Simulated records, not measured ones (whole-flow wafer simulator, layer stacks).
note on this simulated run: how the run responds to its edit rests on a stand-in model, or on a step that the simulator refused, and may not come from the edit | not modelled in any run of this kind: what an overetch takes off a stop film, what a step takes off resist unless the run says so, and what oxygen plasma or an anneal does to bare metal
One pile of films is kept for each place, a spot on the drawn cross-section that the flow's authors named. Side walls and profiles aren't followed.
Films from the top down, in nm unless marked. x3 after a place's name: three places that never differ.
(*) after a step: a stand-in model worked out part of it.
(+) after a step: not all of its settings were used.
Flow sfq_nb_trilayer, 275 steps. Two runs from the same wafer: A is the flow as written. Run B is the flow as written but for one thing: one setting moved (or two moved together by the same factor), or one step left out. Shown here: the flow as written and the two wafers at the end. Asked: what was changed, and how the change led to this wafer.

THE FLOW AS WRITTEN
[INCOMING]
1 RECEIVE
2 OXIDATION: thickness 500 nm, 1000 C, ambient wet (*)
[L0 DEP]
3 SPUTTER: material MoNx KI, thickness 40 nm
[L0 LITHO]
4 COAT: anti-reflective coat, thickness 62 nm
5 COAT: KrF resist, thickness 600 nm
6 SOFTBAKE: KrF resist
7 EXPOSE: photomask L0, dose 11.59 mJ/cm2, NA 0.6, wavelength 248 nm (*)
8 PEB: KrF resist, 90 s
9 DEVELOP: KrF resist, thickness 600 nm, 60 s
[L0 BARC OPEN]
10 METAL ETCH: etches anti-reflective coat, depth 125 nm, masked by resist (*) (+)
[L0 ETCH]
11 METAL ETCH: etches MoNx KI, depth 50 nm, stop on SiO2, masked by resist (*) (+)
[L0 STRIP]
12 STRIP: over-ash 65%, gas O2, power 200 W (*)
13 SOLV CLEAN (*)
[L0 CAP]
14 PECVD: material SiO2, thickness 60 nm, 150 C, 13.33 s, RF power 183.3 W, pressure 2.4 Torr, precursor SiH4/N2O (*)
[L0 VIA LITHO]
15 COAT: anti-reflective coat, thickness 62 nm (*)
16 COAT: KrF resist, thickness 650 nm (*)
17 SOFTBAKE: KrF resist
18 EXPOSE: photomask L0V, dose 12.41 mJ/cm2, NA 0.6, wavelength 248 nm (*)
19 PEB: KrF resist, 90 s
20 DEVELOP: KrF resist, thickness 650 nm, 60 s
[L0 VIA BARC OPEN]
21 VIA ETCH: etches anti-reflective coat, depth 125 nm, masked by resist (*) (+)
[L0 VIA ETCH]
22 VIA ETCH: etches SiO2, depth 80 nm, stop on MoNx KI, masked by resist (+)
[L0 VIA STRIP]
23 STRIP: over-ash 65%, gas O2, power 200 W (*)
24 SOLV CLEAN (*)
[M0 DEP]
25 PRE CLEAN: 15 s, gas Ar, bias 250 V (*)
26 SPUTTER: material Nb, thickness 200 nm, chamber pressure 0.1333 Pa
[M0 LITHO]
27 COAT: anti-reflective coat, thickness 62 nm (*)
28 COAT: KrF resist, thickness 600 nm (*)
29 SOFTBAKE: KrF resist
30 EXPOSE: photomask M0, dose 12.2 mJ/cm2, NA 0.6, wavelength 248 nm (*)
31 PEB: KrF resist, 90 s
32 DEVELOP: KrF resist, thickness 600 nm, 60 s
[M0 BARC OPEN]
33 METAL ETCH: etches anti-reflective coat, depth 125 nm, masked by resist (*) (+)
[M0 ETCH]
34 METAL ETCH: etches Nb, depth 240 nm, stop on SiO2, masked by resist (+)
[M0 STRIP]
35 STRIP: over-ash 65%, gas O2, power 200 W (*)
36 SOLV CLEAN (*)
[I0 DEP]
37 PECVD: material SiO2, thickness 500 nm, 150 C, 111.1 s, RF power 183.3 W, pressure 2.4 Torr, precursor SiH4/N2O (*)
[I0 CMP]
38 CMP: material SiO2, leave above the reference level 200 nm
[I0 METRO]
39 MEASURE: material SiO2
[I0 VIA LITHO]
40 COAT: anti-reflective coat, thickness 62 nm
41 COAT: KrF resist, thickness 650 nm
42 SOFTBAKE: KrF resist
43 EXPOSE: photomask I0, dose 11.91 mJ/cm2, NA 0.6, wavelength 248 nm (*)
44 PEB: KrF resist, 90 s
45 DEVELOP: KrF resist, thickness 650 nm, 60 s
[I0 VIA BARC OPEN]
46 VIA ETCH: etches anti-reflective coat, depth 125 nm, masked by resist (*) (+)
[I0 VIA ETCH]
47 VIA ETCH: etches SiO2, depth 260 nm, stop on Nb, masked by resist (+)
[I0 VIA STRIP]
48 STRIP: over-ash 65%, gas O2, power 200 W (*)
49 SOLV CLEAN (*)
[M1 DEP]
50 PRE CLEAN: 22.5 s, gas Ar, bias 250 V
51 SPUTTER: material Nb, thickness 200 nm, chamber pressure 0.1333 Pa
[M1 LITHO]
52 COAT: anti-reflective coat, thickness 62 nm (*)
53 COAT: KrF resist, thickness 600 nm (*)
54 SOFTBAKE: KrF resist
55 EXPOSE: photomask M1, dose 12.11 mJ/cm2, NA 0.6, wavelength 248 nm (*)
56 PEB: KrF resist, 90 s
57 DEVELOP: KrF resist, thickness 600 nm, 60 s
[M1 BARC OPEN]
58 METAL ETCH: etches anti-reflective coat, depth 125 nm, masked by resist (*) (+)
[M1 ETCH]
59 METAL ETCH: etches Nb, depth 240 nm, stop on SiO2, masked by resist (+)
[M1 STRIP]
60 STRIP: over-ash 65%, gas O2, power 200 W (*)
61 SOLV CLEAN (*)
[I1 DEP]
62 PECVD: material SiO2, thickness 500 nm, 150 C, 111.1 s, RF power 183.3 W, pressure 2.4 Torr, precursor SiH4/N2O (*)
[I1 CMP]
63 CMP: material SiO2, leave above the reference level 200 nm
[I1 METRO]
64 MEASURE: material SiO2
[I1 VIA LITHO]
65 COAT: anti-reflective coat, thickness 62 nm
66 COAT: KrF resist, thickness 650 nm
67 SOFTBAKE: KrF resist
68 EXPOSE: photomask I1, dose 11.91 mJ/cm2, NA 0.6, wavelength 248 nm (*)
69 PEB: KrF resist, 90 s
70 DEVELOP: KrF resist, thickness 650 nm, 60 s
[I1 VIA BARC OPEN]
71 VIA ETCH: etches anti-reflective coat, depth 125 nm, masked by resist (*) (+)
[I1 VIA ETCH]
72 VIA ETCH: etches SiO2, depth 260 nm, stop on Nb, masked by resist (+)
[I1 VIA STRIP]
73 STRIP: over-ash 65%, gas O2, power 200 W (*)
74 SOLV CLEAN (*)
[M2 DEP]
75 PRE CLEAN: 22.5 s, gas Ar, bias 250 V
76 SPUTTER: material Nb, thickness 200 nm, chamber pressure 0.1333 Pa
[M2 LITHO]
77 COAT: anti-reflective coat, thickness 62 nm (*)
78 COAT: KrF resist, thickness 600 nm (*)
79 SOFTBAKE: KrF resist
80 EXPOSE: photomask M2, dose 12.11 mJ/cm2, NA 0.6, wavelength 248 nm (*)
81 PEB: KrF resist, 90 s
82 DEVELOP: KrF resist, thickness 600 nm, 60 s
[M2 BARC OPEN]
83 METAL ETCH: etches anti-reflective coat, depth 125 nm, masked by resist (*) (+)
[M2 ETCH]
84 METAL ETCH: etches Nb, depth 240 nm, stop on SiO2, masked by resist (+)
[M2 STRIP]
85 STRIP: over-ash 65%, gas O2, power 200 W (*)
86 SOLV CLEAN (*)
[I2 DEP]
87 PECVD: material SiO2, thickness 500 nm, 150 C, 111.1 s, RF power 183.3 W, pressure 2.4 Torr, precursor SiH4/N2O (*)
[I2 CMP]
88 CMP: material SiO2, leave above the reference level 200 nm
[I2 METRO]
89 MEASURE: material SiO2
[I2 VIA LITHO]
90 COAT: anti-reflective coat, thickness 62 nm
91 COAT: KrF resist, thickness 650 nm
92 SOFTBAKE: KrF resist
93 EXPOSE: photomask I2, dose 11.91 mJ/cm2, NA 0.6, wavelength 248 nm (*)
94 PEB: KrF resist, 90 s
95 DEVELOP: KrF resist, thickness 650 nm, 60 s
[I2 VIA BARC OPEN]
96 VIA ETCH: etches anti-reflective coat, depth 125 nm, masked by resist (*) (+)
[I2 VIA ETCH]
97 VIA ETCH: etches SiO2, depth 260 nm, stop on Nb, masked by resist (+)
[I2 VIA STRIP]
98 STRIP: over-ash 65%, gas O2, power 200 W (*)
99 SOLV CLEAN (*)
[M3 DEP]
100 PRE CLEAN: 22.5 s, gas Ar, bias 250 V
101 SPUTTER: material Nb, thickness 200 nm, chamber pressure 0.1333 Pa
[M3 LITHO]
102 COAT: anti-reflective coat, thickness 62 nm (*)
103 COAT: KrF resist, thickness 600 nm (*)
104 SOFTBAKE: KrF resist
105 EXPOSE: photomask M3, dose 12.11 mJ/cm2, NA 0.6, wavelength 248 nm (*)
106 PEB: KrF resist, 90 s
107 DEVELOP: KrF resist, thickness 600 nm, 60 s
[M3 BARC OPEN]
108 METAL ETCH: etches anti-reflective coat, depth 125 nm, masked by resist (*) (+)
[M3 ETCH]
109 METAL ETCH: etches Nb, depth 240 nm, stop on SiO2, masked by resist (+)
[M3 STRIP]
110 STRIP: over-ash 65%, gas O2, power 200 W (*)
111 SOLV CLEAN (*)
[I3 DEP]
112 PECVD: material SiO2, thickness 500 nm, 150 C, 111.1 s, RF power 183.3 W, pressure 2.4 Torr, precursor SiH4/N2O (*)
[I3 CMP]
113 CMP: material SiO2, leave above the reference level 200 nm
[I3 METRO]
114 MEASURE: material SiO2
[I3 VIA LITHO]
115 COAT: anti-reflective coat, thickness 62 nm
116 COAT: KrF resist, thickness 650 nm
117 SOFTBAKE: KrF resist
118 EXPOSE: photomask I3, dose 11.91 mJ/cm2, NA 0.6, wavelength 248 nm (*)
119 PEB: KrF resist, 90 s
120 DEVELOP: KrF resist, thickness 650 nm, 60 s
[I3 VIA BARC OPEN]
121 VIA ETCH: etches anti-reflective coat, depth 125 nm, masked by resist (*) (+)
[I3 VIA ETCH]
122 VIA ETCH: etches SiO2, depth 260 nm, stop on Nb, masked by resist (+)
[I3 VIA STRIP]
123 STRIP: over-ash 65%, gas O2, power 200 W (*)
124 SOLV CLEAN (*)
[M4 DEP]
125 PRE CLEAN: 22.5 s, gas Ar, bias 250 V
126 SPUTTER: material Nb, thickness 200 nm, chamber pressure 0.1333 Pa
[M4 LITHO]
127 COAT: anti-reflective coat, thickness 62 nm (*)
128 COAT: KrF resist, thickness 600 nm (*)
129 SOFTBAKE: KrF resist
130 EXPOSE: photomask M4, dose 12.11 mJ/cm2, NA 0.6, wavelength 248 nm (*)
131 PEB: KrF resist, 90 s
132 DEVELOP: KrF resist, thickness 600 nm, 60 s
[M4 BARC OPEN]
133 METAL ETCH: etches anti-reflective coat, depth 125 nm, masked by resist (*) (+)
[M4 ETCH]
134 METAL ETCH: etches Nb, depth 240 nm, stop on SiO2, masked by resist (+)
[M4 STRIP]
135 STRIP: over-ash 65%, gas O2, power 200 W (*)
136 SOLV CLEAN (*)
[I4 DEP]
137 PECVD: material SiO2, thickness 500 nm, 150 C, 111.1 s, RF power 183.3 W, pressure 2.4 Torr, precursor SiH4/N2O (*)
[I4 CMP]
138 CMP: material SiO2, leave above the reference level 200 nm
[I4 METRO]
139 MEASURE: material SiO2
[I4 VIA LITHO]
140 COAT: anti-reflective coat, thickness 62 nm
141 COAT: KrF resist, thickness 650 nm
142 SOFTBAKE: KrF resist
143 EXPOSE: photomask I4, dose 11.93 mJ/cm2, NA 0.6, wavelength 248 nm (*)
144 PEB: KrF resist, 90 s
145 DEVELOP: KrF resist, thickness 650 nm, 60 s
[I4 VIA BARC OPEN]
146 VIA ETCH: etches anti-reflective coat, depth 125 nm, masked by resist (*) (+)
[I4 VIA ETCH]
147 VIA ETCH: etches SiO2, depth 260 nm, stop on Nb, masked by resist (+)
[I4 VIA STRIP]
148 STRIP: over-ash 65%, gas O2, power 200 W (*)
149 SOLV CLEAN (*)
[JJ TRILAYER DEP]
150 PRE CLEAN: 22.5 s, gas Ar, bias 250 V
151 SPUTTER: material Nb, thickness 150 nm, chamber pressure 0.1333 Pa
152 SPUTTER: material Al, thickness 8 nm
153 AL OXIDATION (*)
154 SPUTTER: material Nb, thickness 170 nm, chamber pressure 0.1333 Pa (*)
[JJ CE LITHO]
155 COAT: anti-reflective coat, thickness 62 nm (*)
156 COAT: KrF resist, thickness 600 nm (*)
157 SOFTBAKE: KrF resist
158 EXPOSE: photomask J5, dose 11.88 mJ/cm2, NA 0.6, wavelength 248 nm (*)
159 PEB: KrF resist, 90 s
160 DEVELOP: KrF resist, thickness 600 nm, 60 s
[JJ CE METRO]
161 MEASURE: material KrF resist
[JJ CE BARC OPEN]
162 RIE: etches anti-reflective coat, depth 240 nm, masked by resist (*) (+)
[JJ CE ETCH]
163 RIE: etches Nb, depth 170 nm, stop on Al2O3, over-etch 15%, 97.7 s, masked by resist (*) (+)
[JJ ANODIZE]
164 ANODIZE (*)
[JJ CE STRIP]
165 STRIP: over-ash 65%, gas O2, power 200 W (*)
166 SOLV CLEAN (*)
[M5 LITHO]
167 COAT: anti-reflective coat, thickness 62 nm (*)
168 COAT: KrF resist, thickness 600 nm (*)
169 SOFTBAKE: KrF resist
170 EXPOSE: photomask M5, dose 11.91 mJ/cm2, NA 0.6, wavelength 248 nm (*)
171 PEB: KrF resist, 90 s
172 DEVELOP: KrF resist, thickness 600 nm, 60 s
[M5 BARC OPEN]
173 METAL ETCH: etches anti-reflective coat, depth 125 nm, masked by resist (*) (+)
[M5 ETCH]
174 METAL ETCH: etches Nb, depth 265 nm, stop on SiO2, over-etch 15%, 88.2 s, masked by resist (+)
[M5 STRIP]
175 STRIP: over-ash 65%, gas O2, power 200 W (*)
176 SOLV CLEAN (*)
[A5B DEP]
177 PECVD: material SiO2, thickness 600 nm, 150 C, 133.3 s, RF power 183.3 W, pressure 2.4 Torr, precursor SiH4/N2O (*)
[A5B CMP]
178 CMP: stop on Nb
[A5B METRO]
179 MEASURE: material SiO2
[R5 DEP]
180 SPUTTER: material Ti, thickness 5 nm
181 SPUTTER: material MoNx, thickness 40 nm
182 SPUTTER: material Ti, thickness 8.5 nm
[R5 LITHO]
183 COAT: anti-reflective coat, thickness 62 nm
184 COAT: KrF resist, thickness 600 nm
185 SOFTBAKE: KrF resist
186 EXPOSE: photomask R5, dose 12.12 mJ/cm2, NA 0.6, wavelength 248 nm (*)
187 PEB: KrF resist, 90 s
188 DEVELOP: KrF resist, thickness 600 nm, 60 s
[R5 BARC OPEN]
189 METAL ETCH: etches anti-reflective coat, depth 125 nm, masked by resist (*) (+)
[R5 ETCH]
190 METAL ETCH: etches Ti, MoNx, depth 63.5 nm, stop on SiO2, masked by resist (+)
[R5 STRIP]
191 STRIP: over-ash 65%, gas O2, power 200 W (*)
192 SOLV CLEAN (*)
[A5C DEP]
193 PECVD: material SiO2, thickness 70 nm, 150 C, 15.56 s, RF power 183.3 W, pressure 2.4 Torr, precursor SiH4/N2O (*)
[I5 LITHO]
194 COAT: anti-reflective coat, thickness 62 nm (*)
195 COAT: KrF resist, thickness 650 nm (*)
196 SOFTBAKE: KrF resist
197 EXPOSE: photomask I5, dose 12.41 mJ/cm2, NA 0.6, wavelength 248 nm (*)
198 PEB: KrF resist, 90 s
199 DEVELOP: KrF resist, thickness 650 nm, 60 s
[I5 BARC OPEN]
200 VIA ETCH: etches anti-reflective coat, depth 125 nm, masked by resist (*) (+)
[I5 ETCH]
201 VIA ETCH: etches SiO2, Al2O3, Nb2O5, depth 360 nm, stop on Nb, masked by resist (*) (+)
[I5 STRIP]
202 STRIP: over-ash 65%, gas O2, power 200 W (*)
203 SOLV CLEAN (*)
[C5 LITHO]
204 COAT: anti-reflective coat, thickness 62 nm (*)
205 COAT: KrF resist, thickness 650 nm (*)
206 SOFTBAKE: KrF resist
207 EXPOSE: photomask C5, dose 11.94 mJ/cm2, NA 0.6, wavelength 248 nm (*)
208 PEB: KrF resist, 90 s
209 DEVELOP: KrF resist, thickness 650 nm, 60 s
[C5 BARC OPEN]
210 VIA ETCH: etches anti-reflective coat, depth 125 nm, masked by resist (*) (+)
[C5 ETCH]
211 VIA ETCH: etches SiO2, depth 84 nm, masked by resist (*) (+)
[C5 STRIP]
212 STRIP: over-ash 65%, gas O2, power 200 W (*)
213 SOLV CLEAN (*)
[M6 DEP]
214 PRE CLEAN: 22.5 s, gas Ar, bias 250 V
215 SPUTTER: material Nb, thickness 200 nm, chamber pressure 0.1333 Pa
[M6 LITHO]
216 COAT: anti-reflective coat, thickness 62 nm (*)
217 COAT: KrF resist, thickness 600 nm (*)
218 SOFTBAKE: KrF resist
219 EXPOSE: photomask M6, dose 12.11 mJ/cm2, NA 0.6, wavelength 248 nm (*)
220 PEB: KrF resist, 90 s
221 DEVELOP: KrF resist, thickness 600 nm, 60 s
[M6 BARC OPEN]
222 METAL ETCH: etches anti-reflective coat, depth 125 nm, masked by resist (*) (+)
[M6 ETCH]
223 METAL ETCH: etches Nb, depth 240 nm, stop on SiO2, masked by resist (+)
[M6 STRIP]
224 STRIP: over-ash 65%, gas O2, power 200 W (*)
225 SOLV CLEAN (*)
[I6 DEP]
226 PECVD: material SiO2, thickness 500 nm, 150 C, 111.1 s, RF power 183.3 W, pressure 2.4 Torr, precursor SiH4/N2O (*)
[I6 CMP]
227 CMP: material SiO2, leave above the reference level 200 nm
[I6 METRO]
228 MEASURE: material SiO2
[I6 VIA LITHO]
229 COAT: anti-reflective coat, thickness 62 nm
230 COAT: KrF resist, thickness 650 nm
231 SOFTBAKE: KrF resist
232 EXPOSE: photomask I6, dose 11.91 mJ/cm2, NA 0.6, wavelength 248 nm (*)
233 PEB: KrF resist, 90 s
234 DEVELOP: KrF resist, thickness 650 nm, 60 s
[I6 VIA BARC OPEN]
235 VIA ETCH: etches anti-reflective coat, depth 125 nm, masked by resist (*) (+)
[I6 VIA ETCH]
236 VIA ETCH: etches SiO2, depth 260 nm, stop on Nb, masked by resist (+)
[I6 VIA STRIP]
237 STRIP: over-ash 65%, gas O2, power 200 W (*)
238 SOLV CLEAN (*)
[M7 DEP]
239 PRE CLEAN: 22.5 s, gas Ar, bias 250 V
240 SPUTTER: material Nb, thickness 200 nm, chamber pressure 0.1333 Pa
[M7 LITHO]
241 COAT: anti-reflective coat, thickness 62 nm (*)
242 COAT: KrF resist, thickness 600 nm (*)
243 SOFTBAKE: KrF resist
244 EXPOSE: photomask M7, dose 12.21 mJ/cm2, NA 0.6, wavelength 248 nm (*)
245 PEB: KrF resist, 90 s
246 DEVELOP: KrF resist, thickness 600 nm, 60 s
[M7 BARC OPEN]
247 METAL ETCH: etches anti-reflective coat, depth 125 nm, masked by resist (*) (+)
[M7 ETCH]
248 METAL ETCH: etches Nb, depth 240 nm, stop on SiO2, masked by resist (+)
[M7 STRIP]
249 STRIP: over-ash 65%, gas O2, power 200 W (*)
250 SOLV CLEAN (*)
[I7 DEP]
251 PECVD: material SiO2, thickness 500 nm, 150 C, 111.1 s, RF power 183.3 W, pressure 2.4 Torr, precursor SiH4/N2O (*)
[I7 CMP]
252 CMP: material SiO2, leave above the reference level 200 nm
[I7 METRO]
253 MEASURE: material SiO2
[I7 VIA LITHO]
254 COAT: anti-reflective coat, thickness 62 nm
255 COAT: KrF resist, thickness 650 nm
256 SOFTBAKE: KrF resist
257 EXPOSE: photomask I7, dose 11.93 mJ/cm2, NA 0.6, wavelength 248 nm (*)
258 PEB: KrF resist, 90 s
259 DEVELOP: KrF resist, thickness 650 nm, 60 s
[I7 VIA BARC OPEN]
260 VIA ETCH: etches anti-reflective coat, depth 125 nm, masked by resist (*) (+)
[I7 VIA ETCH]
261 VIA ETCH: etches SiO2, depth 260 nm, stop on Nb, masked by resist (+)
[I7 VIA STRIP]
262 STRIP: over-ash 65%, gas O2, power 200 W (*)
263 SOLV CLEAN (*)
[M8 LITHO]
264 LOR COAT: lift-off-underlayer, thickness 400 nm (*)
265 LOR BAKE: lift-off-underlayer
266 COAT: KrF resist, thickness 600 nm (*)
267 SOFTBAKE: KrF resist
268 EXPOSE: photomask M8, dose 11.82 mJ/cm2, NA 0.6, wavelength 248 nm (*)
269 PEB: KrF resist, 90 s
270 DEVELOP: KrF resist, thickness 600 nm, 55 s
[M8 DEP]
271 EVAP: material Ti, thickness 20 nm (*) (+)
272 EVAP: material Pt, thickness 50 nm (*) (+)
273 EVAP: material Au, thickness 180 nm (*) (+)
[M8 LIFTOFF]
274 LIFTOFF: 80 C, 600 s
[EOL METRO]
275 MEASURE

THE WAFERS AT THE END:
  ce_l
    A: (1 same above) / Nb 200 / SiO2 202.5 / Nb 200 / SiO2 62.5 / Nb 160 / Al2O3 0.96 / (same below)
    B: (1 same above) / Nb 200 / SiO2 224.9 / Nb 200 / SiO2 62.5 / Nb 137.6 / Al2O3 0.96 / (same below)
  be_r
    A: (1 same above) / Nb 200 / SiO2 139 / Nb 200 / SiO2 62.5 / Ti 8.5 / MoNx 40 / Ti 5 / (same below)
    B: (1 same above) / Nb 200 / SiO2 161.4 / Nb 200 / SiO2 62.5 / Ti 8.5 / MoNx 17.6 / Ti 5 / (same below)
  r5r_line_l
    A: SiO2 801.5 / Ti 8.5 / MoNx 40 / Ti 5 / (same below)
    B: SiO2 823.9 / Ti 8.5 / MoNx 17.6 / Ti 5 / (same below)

The cause: step 181, SPUTTER: thickness 17.6 nm was run, where the flow has thickness 40 nm.
It can be read off the wafer: be_r has MoNx 17.6, and step 181 as written asks for 40 nm.

How the change led to this, step by step:
  181 SPUTTER: material MoNx, thickness 40 nm
      field_l, v_sur, via_wl and 103 more: A MoNx +40 (new film) | B MoNx +17.6 (new film)
  190 METAL ETCH: etches Ti, MoNx, depth 63.5 nm, stop on SiO2, masked by resist (+)
      field_l, v_sur, via_wl and 92 more: A Ti -8.5 (all of it), MoNx -40 (all of it), Ti -5 (all of it) | B Ti -8.5 (all of it), MoNx -17.6 (all of it), Ti -5 (all of it)
      ce_l, c5j, ce_r, wl_jj: A Ti -8.5 (all of it), MoNx -40 (all of it), Ti -5 (all of it), Nb -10 | B Ti -8.5 (all of it), MoNx -17.6 (all of it), Ti -5 (all of it), Nb -32.4
  194 COAT: anti-reflective coat, thickness 62 nm (*)
      wl_j_sl, wl_j_sr: A anti-reflective coat +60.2 (new film) | B anti-reflective coat +56.6 (new film)
      r5r_spacepad_l, r5r_spacepad_r: A anti-reflective coat +84.4 (new film) | B anti-reflective coat +74.8 (new film)
      (and at 15 more places)
  202 STRIP: over-ash 65%, gas O2, power 200 W (*)
      wl_j_sl, wl_j_sr: A KrF resist -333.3 (all of it), anti-reflective coat -60.2 (all of it) | B KrF resist -333.4 (all of it), anti-reflective coat -56.6 (all of it)
      r5r_spacepad_l, r5r_spacepad_r: A KrF resist -335.6 (all of it), anti-reflective coat -84.4 (all of it) | B KrF resist -334.8 (all of it), anti-reflective coat -74.8 (all of it)
      (and at 15 more places)
  204 COAT: anti-reflective coat, thickness 62 nm (*)
      wl_j_sl, wl_j_sr: A anti-reflective coat +60.2 (new film) | B anti-reflective coat +56.6 (new film)
      r5r_spacepad_l, r5r_spacepad_r: A anti-reflective coat +84.4 (new film) | B anti-reflective coat +74.8 (new film)
      (and at 15 more places)
  210 VIA ETCH: etches anti-reflective coat, depth 125 nm, masked by resist (*) (+)
      field_l, v_sur, via_wl and 101 more: A KrF resist -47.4 | B KrF resist -48.9
      c5j: A anti-reflective coat -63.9 (all of it), SiO2 -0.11 | B anti-reflective coat -70 (all of it), SiO2 -0.09
      (and at 1 more place)
  212 STRIP: over-ash 65%, gas O2, power 200 W (*)
      wl_j_sl, wl_j_sr: A KrF resist -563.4 (all of it), anti-reflective coat -60.2 (all of it) | B KrF resist -561.8 (all of it), anti-reflective coat -56.6 (all of it)
      r5r_spacepad_l, r5r_spacepad_r: A KrF resist -565.8 (all of it), anti-reflective coat -84.4 (all of it) | B KrF resist -563.2 (all of it), anti-reflective coat -74.8 (all of it)
      (and at 13 more places)
  216 COAT: anti-reflective coat, thickness 62 nm (*)
      r5r_line_l, r5r_line_c, r5r_line_r: A anti-reflective coat +50 (new film) | B anti-reflective coat +54 (new film)
      wl_j_sl, wl_j_sr: A anti-reflective coat +60.2 (new film) | B anti-reflective coat +56.8 (new film)
      (and at 14 more places)
  222 METAL ETCH: etches anti-reflective coat, depth 125 nm, masked by resist (*) (+)
      r5r_line_l, r5r_line_c, r5r_line_r: A anti-reflective coat -50 (all of it) | B anti-reflective coat -54 (all of it)
      r5r_spacepad_l, r5r_spacepad_r: A anti-reflective coat -85.7 (all of it) | B anti-reflective coat -75.1 (all of it)
      (and at 2 more places)
  224 STRIP: over-ash 65%, gas O2, power 200 W (*)
      wl_j_sl, wl_j_sr: A KrF resist -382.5 (all of it), anti-reflective coat -60.2 (all of it) | B KrF resist -382.3 (all of it), anti-reflective coat -56.8 (all of it)
      jj_sur: A KrF resist -378.5 (all of it), anti-reflective coat -56.1 (all of it) | B KrF resist -377 (all of it), anti-reflective coat -52.2 (all of it)
      (and at 9 more places)
  226 PECVD: material SiO2, thickness 500 nm, 150 C, 111.1 s, RF power 183.3 W, pressure 2.4 Torr, precursor SiH4/N2O (*)
      r5r_spacepad_l, r5r_spacepad_r: A SiO2 +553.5 | B SiO2 +528.6
  227 CMP: material SiO2, leave above the reference level 200 nm
      ce_l, ce_r, wl_jj: A SiO2 -290 | B SiO2 -267.6
      be_r, r_sur, r_end: A SiO2 -353.5 | B SiO2 -331.1
      (and at 7 more places)
